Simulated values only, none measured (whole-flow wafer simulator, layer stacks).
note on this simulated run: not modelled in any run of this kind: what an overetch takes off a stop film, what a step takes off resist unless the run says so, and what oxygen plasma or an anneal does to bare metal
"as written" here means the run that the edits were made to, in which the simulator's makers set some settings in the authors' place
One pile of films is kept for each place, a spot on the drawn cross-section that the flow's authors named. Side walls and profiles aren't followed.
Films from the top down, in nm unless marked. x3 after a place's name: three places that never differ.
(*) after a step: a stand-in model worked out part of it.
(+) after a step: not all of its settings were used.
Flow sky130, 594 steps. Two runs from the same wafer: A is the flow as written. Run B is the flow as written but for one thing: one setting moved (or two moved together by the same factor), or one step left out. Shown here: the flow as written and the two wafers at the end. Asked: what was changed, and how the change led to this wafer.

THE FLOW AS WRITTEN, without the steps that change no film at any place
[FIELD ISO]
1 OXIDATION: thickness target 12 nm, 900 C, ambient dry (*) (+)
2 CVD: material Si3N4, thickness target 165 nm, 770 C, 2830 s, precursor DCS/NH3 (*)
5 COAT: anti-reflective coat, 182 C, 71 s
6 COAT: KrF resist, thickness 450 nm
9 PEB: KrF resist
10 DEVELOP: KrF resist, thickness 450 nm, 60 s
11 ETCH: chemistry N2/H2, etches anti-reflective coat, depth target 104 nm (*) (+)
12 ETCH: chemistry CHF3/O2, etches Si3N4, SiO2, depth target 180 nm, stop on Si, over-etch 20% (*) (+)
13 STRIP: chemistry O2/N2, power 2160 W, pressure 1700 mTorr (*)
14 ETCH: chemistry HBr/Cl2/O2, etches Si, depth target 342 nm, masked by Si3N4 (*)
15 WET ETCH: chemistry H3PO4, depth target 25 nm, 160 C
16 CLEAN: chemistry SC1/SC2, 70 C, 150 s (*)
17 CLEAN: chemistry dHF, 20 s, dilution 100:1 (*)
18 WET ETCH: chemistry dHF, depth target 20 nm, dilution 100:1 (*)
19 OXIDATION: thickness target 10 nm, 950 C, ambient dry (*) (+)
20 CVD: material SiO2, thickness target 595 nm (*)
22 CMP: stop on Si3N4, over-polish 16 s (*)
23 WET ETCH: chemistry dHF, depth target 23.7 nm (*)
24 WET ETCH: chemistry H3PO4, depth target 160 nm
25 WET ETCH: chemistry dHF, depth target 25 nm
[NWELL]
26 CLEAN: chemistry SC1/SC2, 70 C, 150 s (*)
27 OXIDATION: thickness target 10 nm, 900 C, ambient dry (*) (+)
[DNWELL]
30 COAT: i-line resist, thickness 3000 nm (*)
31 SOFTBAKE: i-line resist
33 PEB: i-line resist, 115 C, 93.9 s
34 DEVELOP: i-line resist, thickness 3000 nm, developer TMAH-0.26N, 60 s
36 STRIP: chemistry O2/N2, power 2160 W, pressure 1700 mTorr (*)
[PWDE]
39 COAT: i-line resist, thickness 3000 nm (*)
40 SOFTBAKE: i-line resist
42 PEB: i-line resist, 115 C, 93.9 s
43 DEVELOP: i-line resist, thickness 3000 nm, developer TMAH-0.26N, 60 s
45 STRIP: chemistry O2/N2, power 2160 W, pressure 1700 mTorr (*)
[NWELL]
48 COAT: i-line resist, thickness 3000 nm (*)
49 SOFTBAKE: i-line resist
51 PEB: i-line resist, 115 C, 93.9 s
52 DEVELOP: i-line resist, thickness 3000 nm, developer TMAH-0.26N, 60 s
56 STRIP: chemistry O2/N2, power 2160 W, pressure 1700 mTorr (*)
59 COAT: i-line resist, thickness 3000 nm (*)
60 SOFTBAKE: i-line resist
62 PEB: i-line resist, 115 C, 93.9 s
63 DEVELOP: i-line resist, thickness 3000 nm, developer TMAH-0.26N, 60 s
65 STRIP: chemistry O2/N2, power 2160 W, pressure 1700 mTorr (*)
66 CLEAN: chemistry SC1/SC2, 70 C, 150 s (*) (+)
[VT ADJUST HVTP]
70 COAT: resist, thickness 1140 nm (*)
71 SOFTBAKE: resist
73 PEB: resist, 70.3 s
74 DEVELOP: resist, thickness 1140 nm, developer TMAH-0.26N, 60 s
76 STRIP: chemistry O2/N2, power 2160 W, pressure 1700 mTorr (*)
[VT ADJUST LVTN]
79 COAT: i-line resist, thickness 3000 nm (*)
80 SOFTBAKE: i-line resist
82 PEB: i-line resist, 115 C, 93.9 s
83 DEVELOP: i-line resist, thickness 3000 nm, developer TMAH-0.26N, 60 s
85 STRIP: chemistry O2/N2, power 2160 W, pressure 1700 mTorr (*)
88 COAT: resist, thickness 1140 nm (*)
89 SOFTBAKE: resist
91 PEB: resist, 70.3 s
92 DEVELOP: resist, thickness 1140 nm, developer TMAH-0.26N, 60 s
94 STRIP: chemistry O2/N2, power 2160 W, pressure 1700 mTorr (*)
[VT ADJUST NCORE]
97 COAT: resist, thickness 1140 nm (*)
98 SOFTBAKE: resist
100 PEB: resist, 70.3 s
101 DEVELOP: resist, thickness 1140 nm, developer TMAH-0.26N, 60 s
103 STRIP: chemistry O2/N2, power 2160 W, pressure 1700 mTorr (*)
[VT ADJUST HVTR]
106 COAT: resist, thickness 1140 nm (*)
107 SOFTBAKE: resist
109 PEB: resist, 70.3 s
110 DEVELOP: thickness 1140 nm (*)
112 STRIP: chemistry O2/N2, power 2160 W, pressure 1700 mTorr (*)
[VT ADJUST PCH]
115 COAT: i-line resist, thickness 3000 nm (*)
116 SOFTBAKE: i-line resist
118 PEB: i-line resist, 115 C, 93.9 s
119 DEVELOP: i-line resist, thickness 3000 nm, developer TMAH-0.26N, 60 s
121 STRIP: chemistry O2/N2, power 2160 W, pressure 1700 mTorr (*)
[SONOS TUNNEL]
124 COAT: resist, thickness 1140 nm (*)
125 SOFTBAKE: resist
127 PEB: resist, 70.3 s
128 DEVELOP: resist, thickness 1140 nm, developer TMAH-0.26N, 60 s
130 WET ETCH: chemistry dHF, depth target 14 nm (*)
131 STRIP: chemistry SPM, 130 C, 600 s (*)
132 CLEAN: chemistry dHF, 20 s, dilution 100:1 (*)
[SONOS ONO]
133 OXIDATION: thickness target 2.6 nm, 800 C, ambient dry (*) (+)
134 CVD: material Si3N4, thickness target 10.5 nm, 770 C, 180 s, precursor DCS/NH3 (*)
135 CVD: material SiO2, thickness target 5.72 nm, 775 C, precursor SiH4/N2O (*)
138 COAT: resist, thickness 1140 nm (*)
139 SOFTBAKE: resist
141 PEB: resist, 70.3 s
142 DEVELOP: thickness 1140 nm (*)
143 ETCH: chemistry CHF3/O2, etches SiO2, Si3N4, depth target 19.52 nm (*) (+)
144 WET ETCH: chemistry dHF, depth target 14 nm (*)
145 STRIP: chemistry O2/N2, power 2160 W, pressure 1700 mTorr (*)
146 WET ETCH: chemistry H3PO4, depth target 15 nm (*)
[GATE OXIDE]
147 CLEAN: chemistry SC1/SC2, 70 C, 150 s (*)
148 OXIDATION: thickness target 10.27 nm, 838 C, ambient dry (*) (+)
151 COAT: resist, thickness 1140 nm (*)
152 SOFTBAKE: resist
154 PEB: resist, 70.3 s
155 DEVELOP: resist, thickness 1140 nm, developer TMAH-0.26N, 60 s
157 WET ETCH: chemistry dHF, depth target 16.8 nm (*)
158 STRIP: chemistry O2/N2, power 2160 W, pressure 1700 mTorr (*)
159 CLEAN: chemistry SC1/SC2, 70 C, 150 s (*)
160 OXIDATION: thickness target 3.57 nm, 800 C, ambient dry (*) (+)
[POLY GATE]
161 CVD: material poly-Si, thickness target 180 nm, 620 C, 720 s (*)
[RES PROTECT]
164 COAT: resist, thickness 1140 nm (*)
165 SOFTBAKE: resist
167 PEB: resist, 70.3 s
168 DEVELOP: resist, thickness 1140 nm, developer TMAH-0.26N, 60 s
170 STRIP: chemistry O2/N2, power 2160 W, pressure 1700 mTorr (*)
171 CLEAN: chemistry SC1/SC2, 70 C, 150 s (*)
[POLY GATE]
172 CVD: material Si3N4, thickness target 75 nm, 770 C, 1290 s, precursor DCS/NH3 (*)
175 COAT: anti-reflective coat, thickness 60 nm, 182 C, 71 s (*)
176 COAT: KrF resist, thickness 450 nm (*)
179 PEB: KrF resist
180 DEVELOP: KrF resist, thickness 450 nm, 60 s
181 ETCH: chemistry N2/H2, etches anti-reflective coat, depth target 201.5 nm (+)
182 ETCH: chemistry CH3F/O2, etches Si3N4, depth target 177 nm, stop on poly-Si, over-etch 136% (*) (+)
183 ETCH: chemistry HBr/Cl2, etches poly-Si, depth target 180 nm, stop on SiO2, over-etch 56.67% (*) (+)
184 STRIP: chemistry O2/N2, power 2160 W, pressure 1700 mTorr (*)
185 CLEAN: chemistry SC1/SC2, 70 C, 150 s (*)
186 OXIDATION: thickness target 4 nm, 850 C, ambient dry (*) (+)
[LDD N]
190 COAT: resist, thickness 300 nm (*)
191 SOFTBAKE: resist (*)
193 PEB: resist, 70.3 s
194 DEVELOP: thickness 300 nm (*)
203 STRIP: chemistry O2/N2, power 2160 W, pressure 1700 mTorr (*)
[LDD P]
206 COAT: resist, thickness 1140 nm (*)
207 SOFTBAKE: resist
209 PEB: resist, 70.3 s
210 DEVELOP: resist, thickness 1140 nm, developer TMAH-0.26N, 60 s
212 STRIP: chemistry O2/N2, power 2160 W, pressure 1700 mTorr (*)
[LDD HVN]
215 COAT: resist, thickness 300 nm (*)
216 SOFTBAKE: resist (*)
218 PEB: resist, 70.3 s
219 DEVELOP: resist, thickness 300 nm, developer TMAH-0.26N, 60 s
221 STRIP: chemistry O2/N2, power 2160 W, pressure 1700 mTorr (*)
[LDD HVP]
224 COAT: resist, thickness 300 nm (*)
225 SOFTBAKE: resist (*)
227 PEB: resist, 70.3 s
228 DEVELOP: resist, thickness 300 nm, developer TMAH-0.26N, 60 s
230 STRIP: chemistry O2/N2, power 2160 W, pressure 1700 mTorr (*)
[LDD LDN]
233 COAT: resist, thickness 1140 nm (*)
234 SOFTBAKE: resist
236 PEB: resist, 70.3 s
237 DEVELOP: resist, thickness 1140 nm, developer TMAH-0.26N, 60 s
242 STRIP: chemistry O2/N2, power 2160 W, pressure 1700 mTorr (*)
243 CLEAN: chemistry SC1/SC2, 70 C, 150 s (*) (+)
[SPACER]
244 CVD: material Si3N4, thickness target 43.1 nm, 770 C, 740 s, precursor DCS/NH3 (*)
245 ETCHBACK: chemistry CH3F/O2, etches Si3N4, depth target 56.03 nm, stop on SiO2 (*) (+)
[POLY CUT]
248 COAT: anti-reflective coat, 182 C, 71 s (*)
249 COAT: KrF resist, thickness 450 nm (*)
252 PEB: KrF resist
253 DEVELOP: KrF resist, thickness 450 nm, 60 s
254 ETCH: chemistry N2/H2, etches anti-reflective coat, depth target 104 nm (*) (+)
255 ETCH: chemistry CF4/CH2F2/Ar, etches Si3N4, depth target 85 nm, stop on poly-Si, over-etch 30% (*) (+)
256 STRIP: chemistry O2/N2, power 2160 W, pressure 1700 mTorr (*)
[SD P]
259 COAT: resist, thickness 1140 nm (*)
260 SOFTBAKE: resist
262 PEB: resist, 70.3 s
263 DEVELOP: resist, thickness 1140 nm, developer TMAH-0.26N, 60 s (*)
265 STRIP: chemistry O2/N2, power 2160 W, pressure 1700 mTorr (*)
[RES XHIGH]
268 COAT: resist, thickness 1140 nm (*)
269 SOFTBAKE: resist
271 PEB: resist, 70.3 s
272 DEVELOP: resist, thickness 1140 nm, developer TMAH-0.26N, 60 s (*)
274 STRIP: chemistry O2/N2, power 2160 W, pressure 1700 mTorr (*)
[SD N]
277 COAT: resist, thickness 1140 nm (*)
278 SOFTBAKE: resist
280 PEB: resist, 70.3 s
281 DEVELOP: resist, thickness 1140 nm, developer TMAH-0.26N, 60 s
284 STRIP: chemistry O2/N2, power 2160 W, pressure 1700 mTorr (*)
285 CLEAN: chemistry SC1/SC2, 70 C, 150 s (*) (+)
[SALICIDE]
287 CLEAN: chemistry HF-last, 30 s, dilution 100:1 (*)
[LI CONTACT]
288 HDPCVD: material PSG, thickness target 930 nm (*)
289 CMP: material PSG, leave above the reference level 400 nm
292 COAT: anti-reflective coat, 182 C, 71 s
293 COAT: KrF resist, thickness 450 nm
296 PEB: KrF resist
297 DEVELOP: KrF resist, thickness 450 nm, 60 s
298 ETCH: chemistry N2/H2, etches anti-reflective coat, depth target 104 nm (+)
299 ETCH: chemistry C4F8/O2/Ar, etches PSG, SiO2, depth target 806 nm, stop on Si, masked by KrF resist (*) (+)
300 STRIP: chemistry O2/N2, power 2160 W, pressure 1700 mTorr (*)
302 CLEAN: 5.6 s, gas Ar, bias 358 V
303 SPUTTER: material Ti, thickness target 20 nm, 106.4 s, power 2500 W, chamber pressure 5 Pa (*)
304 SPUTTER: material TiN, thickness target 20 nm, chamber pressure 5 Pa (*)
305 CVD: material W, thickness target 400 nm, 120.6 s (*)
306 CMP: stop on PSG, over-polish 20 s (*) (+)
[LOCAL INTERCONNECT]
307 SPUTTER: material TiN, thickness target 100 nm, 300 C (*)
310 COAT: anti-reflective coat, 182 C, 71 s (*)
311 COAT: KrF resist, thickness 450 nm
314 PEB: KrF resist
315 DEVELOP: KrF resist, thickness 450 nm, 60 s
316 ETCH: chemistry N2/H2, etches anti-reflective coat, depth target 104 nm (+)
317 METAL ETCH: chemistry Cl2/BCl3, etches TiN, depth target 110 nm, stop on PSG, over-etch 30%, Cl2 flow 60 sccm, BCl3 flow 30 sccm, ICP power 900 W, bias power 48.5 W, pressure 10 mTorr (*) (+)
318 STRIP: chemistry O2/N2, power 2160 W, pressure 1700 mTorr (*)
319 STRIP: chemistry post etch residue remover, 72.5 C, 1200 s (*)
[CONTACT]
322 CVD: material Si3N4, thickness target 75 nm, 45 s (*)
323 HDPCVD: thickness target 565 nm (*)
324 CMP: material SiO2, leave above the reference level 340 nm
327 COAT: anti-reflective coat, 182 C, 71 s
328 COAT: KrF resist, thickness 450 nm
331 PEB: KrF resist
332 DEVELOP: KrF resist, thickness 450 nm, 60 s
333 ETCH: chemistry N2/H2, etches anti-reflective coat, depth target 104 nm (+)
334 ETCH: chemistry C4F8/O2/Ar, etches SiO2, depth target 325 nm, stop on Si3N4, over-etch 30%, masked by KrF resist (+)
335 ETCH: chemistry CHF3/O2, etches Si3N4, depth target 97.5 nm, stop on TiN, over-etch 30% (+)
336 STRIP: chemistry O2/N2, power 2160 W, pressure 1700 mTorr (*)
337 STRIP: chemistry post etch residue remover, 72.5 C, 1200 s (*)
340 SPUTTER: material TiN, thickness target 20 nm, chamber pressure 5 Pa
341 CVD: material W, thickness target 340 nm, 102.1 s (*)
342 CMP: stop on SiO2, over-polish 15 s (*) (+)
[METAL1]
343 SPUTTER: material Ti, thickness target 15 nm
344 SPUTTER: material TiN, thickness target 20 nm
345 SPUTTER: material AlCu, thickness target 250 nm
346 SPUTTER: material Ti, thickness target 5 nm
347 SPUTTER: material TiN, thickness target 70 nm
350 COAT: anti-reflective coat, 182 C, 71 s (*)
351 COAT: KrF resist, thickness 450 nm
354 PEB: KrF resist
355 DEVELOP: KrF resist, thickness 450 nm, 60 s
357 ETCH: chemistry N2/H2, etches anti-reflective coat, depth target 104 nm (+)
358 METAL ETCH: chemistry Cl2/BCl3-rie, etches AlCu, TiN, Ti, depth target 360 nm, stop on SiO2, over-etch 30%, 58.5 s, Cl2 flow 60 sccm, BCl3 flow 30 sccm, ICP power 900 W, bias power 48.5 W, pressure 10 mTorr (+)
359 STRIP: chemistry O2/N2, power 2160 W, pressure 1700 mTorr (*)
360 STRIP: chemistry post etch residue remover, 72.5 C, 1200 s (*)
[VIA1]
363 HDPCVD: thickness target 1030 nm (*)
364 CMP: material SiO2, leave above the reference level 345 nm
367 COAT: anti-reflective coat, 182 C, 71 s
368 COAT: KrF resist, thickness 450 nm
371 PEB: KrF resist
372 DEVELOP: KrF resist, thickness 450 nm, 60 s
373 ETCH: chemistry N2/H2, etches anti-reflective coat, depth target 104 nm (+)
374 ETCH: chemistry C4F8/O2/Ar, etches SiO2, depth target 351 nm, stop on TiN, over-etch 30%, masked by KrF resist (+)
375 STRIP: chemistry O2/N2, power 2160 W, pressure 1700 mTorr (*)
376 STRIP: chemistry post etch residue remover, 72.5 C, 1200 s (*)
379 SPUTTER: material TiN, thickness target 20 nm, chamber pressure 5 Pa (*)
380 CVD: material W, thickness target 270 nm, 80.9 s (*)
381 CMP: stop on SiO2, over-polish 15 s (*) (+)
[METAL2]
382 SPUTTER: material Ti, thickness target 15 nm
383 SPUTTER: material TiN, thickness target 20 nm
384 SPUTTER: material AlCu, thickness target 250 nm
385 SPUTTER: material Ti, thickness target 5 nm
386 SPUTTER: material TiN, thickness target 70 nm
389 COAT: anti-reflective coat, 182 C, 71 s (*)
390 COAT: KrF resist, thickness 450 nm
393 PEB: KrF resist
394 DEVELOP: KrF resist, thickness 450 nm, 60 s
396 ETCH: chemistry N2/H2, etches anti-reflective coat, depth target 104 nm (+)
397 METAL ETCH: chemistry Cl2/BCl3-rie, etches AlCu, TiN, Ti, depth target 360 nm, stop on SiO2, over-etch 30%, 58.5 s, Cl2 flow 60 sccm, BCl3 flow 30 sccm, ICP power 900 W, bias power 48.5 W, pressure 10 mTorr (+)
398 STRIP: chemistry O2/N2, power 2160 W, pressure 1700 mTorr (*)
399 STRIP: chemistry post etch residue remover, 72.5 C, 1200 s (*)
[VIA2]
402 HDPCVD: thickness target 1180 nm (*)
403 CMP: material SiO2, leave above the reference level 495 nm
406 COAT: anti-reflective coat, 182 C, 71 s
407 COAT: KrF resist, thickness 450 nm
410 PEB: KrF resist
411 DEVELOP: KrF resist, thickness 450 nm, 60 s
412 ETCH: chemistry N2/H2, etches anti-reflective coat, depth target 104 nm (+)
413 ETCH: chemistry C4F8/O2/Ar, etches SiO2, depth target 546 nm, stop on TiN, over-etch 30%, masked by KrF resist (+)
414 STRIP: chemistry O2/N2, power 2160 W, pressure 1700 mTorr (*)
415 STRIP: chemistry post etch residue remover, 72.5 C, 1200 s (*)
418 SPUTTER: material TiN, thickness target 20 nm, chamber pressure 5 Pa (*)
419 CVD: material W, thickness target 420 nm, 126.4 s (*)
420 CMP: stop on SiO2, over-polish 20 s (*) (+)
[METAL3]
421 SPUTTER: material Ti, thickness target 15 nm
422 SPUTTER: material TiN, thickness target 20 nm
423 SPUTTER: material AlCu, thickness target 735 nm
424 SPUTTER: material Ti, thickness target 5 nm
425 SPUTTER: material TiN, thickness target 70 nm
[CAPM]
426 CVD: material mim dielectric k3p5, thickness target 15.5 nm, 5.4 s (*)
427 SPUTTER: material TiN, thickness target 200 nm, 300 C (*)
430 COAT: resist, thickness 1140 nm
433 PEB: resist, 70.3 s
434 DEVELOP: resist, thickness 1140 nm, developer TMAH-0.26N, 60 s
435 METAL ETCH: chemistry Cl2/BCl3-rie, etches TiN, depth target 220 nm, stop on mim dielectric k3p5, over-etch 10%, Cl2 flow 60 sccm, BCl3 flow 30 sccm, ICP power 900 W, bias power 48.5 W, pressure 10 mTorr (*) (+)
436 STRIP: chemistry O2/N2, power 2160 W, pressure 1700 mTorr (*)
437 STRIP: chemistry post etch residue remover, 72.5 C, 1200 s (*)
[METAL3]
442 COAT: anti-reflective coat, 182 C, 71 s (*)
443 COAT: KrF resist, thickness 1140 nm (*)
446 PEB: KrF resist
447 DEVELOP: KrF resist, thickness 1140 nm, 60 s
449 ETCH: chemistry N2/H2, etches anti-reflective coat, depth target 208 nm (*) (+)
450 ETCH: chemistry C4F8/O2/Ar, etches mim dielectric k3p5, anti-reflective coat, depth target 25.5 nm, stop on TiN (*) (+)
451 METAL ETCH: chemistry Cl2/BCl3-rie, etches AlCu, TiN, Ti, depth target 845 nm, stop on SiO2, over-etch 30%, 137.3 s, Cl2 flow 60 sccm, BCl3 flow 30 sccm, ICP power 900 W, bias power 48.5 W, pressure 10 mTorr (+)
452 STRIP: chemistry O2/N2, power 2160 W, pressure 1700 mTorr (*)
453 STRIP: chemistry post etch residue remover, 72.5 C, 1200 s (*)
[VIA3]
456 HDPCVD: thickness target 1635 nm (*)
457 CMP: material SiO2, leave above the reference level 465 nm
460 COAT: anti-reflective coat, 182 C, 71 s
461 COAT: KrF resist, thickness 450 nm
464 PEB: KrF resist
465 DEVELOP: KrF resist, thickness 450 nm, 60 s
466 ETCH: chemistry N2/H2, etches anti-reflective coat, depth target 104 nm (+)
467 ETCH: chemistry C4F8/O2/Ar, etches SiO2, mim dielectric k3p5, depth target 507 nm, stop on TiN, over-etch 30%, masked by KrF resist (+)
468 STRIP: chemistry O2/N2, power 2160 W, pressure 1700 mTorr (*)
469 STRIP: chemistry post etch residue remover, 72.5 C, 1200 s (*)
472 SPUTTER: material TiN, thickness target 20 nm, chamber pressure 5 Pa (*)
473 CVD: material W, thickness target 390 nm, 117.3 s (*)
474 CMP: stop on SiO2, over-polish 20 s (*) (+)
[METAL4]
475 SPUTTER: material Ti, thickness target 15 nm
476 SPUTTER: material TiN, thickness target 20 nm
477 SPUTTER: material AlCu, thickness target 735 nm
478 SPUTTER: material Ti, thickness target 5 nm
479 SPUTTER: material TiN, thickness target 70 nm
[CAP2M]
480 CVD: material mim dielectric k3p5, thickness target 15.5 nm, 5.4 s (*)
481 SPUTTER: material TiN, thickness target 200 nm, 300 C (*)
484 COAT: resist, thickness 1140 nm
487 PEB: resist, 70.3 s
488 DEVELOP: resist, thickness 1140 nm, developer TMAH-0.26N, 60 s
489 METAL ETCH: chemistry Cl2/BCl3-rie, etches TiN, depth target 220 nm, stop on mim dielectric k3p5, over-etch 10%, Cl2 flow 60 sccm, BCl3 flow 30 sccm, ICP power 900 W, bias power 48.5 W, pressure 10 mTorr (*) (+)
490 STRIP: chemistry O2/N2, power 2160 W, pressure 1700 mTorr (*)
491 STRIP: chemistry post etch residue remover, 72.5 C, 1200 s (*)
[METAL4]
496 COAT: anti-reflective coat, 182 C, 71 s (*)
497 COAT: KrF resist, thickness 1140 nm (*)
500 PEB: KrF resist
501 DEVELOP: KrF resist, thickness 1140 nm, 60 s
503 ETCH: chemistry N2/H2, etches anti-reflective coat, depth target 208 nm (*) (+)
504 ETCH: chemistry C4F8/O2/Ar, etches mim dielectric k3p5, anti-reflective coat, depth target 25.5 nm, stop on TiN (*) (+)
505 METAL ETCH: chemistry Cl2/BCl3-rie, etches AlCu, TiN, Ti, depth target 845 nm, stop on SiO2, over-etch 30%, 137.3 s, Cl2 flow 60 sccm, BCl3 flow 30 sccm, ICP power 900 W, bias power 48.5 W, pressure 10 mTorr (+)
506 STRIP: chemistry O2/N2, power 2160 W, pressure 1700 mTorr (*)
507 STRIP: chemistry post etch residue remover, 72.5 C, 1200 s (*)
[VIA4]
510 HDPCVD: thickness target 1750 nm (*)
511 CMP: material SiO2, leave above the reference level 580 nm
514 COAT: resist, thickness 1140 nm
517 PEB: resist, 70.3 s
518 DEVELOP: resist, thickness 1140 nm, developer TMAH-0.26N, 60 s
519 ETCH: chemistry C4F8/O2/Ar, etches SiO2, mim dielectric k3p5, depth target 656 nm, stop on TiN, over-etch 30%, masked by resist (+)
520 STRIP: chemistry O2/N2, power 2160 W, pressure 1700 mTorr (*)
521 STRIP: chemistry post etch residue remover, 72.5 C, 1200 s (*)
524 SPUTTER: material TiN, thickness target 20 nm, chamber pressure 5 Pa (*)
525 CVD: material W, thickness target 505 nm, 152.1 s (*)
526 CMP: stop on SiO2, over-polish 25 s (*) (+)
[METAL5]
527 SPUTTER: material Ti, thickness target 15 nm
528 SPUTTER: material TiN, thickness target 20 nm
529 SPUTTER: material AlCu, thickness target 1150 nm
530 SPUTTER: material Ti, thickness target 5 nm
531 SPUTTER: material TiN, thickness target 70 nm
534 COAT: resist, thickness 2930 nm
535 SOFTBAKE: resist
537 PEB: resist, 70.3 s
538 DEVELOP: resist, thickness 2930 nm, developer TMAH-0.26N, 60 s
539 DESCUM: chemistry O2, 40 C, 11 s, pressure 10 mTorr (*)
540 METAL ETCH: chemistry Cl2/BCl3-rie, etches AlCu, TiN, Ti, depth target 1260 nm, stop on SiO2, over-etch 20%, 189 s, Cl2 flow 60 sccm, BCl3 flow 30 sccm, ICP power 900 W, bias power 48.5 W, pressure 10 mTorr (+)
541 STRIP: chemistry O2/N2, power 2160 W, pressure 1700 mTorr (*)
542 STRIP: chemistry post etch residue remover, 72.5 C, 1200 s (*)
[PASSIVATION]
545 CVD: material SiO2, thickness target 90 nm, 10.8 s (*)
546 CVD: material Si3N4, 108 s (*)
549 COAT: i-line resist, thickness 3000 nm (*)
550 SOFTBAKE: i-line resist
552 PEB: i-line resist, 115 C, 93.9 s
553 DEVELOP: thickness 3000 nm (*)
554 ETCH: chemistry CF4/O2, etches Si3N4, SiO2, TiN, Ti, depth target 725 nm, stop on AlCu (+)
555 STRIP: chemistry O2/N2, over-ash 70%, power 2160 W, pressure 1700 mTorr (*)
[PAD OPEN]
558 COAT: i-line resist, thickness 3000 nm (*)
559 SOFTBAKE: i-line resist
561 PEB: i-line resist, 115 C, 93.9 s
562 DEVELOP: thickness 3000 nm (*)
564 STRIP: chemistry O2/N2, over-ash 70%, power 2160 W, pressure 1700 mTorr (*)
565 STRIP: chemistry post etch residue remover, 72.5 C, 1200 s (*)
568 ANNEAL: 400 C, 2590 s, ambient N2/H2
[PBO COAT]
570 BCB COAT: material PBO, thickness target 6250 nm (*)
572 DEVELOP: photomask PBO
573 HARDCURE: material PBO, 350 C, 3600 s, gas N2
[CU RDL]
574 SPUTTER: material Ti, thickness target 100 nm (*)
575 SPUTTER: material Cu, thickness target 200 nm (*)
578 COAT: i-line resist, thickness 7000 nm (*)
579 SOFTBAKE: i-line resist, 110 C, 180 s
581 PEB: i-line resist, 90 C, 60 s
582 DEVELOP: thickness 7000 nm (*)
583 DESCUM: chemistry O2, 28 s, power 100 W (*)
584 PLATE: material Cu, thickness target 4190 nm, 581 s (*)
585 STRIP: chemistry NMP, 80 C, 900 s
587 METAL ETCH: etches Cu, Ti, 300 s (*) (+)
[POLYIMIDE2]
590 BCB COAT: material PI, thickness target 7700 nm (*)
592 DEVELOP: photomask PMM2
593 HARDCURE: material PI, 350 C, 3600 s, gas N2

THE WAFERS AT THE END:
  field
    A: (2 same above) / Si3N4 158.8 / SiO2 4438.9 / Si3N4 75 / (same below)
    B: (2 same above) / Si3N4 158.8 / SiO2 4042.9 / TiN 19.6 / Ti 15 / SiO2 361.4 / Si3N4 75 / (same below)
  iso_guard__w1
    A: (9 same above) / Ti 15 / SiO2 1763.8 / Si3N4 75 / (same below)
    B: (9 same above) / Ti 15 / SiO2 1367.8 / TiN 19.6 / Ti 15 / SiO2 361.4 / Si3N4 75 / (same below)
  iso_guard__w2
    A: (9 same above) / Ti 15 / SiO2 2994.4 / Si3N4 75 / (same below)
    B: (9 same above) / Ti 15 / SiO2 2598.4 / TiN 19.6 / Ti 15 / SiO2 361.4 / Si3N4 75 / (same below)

The cause: step 358, METAL ETCH: depth target 248.4 nm was run, where the flow has depth target 360 nm; step 358, METAL ETCH: 40.4 s was run, where the flow has 58.5 s.

How the change led to this, step by step:
  358 METAL ETCH: chemistry Cl2/BCl3-rie, etches AlCu, TiN, Ti, depth target 360 nm, stop on SiO2, over-etch 30%, 58.5 s, Cl2 flow 60 sccm, BCl3 flow 30 sccm, ICP power 900 W, bias power 48.5 W, pressure 10 mTorr (+)
      field, active, gate and 81 more: A TiN -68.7 (all of it), Ti -5 (all of it), AlCu -250 (all of it), TiN -20 (all of it), Ti -15 (all of it), SiO2 -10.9 | B TiN -68.7 (all of it), Ti -5 (all of it), AlCu -249.3
      n_well, p_well, gate_hv and 104 more: A KrF resist -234 | B KrF resist -161.5
  359 STRIP: chemistry O2/N2, power 2160 W, pressure 1700 mTorr (*)
      n_well, p_well, gate_hv and 100 more: A KrF resist -143.8 (all of it), anti-reflective coat -80 (all of it) | B KrF resist -216.4 (all of it), anti-reflective coat -80 (all of it)
      poly_licon, ndiff_licon, ndiff_licon_cpp, rpo_hd_licon: A KrF resist -143.9 (all of it), anti-reflective coat -80.5 (all of it) | B KrF resist -216.4 (all of it), anti-reflective coat -80.5 (all of it)
  360 STRIP: chemistry post etch residue remover, 72.5 C, 1200 s (*)
      field, active, gate and 79 more: A nothing | B AlCu -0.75 (all of it), TiN -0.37
      rpo_hd, iso_guard_nsd_tip: A nothing | B AlCu -0.74 (all of it), TiN -0.37
  363 HDPCVD: thickness target 1030 nm (*)
      field, active, gate and 81 more: A SiO2 +1030 | B SiO2 +1030 (new film)
  364 CMP: material SiO2, leave above the reference level 345 nm
      field, active, gate and 81 more: A SiO2 -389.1 | B SiO2 -434.6
Counting metal films that touch as one body, field has 1 body; the flow as written gives 0 bodies.
Counting metal films that touch as one body, iso_guard__w1 has 2 bodies (between them, from the top down: SiO2 1367.8); the flow as written gives 1 body.
Counting metal films that touch as one body, iso_guard__w2 has 2 bodies (between them, from the top down: SiO2 2598.4); the flow as written gives 1 body.
